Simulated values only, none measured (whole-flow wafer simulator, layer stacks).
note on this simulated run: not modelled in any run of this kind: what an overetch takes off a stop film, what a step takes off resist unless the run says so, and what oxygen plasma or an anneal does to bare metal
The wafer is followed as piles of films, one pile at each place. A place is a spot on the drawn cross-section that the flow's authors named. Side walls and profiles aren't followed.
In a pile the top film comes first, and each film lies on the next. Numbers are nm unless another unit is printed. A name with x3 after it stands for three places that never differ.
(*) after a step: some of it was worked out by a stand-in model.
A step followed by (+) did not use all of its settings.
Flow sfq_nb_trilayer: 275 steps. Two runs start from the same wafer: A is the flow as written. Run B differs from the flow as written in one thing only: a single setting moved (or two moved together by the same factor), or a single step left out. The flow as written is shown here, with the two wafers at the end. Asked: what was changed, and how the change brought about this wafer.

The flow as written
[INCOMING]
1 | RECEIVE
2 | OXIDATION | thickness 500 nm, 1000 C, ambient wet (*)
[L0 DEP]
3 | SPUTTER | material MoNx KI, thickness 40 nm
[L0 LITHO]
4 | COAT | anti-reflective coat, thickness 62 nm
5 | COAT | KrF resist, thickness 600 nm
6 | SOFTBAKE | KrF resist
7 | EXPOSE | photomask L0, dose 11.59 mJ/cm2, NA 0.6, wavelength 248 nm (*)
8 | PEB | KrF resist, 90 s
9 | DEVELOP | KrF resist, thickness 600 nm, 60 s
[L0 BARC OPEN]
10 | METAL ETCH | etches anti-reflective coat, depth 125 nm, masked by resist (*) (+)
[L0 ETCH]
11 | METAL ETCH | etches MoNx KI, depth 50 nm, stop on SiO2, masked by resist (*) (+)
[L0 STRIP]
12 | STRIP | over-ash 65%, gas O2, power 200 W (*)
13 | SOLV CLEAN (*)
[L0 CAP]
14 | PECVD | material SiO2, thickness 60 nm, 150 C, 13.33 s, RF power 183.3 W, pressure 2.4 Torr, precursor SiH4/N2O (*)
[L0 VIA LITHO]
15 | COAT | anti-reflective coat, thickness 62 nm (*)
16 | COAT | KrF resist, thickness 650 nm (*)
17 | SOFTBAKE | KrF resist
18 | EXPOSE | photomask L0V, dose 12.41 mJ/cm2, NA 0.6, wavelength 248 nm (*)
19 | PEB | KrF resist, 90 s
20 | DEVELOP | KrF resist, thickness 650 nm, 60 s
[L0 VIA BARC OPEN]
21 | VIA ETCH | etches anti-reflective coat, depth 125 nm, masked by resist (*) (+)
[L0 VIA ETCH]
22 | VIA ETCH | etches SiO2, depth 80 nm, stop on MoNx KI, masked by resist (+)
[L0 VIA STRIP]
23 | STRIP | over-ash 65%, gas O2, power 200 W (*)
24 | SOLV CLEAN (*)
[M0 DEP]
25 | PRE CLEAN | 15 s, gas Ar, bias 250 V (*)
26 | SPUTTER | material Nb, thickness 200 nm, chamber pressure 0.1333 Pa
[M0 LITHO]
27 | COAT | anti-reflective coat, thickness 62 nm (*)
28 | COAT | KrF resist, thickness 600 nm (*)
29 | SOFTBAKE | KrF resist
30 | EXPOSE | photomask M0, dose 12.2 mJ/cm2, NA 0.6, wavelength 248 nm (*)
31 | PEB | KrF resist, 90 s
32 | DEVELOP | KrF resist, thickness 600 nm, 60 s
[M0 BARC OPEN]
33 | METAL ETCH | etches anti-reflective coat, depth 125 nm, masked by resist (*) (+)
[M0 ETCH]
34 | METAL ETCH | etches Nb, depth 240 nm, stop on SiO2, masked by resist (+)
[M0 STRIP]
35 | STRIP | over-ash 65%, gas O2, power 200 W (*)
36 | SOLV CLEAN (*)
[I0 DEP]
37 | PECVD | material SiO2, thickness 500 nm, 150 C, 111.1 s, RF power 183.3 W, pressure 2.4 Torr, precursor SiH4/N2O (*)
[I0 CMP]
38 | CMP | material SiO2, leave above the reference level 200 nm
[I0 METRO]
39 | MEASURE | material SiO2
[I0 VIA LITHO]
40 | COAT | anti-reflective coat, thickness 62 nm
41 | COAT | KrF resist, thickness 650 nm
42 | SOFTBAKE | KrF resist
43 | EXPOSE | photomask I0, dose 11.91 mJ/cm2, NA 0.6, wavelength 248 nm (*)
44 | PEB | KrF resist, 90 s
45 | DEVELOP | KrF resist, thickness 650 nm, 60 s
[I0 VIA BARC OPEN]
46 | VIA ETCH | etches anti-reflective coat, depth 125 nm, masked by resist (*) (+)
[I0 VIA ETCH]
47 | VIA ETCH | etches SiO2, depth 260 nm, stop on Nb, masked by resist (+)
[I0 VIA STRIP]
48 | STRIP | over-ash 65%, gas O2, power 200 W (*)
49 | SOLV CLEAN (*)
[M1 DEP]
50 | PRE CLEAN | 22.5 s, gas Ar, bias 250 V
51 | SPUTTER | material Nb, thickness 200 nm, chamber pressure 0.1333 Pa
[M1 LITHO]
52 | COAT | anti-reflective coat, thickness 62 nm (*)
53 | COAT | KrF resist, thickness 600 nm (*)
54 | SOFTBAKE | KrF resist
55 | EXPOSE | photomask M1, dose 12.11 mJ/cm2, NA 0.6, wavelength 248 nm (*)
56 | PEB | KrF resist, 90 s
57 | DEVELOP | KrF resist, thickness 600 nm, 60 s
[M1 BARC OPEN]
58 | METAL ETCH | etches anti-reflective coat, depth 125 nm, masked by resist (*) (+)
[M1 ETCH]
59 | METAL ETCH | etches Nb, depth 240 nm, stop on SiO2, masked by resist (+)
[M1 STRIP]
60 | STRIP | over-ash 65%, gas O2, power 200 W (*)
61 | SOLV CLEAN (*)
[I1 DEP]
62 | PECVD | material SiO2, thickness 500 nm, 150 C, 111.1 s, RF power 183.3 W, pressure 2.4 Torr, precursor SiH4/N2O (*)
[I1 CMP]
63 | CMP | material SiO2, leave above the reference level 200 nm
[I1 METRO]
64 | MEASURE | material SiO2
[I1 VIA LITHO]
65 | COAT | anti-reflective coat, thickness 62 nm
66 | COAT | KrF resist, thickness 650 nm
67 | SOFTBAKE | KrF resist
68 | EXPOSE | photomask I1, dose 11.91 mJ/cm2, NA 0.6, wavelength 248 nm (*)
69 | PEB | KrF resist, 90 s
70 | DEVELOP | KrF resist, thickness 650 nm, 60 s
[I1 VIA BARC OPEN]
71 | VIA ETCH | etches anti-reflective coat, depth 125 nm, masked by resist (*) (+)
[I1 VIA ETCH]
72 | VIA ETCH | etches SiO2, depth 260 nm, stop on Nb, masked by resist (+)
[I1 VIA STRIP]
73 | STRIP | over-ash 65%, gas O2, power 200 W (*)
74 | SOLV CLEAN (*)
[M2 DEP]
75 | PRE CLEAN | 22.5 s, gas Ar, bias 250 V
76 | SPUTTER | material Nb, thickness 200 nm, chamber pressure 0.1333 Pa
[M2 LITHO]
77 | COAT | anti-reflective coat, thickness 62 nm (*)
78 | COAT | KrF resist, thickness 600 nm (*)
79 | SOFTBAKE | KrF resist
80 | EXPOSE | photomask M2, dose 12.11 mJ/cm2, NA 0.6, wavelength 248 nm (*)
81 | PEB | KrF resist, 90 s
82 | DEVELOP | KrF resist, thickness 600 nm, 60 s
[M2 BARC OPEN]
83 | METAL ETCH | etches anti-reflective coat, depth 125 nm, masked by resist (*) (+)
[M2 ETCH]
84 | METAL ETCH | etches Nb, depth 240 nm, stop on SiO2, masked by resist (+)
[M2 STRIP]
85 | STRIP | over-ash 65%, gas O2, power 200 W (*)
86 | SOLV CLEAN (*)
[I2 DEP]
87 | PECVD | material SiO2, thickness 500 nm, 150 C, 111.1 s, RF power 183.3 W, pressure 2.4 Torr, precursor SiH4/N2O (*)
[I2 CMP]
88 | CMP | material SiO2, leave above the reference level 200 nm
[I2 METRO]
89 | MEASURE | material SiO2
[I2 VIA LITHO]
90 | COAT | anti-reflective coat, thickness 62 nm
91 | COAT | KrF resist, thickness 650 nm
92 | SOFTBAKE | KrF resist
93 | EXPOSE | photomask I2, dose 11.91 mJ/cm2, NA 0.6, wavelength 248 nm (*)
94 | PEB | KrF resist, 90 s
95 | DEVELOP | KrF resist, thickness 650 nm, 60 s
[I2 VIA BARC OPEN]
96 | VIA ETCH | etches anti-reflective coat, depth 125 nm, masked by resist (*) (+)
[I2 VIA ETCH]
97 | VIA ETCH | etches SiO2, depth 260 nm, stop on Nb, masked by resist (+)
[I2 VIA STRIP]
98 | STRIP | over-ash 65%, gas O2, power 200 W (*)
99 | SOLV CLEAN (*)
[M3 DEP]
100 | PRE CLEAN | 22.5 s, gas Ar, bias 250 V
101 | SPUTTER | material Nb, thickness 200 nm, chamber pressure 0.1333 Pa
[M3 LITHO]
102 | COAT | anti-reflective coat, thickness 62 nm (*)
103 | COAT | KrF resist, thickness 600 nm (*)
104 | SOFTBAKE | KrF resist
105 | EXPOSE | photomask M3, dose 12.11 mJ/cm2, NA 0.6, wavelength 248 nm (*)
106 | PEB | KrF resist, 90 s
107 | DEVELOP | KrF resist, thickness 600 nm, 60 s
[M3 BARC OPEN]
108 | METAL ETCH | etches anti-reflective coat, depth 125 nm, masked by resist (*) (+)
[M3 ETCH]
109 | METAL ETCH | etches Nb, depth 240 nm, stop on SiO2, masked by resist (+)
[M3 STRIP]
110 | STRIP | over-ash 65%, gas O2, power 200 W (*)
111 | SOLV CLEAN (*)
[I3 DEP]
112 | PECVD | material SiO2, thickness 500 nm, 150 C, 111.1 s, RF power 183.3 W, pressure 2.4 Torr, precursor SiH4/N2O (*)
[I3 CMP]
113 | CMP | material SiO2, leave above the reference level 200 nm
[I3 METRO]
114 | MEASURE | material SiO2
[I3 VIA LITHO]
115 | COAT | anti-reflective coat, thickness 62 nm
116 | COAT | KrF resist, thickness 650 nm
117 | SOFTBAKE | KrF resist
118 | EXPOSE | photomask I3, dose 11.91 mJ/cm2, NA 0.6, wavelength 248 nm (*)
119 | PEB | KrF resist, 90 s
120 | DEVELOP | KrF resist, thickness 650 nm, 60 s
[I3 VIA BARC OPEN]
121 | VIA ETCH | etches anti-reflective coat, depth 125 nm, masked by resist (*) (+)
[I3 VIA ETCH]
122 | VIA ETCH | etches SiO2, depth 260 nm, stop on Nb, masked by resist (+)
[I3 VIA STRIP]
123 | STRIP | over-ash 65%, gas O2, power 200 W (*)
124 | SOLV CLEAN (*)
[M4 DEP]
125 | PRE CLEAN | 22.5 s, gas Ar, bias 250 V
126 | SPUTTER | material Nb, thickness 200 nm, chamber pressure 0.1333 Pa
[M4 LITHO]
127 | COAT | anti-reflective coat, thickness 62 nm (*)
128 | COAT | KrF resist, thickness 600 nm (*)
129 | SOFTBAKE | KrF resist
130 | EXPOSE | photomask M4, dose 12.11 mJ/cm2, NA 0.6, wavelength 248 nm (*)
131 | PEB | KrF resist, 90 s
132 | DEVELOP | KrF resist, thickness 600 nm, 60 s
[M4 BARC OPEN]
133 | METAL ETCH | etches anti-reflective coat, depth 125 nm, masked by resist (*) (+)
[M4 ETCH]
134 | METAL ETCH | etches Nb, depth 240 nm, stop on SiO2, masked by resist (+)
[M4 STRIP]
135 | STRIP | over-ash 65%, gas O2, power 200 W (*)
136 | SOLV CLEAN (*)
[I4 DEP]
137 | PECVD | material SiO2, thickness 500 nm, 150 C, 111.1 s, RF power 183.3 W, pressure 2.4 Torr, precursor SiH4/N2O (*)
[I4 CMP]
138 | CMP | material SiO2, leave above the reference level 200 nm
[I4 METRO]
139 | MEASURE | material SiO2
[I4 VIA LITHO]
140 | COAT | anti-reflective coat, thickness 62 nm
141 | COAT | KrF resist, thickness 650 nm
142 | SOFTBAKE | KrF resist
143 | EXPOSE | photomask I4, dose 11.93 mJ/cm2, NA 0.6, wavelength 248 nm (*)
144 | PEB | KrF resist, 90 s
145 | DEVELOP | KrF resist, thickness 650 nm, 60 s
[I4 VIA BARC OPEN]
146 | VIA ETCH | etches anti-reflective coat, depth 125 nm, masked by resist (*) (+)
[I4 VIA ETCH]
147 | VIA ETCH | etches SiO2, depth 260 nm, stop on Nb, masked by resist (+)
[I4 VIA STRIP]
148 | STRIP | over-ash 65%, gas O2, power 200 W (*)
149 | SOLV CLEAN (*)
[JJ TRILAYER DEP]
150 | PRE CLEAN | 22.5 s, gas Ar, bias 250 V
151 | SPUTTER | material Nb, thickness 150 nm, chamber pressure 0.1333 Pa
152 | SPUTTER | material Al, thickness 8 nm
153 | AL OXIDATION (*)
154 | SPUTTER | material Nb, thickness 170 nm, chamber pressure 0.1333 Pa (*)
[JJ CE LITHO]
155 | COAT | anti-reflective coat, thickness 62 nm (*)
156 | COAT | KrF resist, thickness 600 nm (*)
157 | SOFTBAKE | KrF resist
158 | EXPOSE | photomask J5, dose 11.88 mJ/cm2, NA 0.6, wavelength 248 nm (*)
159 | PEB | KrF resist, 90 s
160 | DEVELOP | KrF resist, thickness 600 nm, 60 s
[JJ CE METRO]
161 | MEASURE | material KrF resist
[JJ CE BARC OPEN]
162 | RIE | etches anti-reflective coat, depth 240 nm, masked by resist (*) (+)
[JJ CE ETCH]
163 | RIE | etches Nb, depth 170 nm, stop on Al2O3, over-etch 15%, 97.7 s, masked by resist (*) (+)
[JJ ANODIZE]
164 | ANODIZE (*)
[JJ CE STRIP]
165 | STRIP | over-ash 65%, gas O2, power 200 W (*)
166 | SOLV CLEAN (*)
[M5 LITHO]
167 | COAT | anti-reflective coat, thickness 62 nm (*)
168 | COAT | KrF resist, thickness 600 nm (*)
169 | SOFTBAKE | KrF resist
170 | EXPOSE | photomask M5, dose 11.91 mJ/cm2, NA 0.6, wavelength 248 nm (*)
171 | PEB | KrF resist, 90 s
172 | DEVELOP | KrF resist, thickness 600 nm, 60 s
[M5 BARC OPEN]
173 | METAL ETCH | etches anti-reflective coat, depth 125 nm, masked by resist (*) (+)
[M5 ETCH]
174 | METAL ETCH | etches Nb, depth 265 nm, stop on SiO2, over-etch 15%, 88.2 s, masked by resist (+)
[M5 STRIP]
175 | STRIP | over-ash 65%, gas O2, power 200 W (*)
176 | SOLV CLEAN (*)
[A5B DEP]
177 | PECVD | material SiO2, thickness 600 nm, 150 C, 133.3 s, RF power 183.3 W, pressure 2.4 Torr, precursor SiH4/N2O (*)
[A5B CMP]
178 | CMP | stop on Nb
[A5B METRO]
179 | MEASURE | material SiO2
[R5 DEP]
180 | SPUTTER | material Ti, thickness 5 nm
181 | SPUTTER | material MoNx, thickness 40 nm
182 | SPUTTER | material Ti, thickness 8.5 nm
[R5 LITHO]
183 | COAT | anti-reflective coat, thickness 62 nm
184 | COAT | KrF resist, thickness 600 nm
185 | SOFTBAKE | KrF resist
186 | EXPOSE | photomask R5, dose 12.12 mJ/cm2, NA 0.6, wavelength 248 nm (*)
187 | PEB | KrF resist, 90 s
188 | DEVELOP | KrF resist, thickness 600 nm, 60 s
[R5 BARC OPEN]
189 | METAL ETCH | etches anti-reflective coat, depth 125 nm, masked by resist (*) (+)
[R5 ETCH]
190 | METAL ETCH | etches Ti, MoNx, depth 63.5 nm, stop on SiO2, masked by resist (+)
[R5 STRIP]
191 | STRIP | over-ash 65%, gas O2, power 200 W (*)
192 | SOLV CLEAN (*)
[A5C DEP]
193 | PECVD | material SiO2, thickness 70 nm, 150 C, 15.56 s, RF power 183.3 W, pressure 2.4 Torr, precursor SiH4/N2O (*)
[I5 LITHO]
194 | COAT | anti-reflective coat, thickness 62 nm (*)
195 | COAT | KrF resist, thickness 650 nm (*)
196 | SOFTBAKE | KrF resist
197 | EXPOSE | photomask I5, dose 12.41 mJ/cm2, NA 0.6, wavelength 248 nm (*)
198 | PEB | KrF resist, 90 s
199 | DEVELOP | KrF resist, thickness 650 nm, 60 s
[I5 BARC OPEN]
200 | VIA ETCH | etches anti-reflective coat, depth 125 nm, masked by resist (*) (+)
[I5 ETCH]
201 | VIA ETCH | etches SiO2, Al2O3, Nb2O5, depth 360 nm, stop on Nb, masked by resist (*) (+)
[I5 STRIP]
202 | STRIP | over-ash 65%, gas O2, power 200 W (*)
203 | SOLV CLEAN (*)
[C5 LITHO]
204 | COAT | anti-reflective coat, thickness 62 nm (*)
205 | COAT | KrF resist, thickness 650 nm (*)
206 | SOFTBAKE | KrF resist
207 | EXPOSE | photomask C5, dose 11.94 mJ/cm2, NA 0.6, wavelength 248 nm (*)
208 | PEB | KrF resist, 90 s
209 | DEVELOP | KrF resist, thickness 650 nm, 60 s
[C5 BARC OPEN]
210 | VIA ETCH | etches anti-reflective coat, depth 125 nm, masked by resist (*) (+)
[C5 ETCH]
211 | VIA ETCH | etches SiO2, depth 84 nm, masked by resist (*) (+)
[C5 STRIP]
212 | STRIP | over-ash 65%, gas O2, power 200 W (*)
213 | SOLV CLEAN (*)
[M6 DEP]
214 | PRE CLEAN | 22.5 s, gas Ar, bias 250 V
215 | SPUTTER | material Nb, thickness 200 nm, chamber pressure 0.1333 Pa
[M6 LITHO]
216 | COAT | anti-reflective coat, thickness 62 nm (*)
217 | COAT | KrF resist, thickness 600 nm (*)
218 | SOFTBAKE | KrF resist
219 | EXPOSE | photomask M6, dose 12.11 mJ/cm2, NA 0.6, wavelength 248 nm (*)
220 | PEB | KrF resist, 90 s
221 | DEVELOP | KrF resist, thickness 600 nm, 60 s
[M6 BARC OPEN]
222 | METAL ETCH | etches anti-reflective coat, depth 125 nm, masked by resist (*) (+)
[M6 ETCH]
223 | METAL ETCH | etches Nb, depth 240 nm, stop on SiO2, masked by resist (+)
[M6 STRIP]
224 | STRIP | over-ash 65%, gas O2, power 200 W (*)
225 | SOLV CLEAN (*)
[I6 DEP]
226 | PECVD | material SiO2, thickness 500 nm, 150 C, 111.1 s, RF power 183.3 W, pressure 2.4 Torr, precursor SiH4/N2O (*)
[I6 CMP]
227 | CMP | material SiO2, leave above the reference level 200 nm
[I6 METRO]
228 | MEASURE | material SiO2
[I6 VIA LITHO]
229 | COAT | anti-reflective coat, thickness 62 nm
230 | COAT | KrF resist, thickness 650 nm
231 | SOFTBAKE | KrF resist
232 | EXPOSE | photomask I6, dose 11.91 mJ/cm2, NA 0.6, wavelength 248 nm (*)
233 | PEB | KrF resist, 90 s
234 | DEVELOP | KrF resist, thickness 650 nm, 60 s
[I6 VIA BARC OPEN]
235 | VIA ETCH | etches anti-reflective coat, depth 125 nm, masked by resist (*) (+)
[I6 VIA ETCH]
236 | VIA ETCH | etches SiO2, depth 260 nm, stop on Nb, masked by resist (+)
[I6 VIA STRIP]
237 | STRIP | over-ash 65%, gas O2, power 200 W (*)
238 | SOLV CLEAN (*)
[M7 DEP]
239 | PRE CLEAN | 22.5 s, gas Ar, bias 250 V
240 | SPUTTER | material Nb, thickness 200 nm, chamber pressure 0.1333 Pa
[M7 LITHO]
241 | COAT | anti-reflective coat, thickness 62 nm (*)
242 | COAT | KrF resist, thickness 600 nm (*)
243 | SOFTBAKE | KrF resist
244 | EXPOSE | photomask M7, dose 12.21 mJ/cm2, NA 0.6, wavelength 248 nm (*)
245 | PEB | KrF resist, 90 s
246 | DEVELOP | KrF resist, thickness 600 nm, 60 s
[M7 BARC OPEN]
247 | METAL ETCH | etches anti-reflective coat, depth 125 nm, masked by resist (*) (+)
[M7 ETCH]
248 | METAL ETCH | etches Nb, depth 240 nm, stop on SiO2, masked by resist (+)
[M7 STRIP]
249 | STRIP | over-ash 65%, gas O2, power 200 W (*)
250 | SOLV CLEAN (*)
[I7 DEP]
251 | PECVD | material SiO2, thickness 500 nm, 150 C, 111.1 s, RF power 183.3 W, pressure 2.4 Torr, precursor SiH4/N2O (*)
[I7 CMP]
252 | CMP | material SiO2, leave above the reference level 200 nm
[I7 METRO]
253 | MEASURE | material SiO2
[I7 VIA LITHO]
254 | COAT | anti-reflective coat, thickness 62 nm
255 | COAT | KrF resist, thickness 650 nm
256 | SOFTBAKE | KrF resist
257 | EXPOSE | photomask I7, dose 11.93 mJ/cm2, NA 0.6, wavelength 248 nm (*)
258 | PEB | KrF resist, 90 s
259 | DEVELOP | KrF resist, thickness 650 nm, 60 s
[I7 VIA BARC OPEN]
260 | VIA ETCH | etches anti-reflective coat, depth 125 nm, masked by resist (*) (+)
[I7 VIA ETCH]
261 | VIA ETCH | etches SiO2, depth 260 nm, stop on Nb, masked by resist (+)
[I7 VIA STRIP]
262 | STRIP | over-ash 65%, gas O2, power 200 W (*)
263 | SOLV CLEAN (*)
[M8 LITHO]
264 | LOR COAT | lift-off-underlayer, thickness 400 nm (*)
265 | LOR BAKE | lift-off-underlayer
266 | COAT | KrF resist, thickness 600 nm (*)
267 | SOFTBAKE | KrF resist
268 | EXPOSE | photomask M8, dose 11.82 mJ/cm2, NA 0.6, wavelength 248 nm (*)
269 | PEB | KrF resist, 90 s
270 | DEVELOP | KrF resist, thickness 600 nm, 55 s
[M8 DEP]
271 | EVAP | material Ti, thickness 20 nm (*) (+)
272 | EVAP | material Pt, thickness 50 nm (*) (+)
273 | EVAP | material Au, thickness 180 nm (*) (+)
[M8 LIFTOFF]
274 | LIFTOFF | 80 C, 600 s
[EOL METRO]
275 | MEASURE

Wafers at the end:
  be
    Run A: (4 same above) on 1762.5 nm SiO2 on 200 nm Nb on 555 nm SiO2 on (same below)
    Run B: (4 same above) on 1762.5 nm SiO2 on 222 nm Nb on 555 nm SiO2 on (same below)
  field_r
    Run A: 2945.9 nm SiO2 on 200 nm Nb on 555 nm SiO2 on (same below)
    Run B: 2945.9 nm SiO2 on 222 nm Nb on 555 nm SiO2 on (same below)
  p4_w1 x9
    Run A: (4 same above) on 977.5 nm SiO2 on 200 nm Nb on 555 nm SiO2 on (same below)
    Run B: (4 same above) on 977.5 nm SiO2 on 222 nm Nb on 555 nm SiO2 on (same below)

The reason: step 26, SPUTTER: thickness 222 nm was run, whereas the flow has thickness 200 nm.
The wafer lets one read it off: be has Nb 222, and step 26 as written asks for 200 nm.

How this came from the change, step by step:
  26 | SPUTTER | material Nb, thickness 200 nm, chamber pressure 0.1333 Pa
      field_l, v_sur, via_wl and 102 more: A Nb gains 200 (new film) | B Nb gains 222 (new film)
      l0v: A Nb gains 195.7 (new film) | B Nb gains 217.7 (new film)
  34 | METAL ETCH | etches Nb, depth 240 nm, stop on SiO2, masked by resist (+)
      moat, m0r_space_l x2: A Nb loses 200 (all of it) | B Nb loses 222 (all of it)
  37 | PECVD | material SiO2, thickness 500 nm, 150 C, 111.1 s, RF power 183.3 W, pressure 2.4 Torr, precursor SiH4/N2O (*)
      moat, m0r_space_l x2: A SiO2 gains 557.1 | B SiO2 gains 579.1
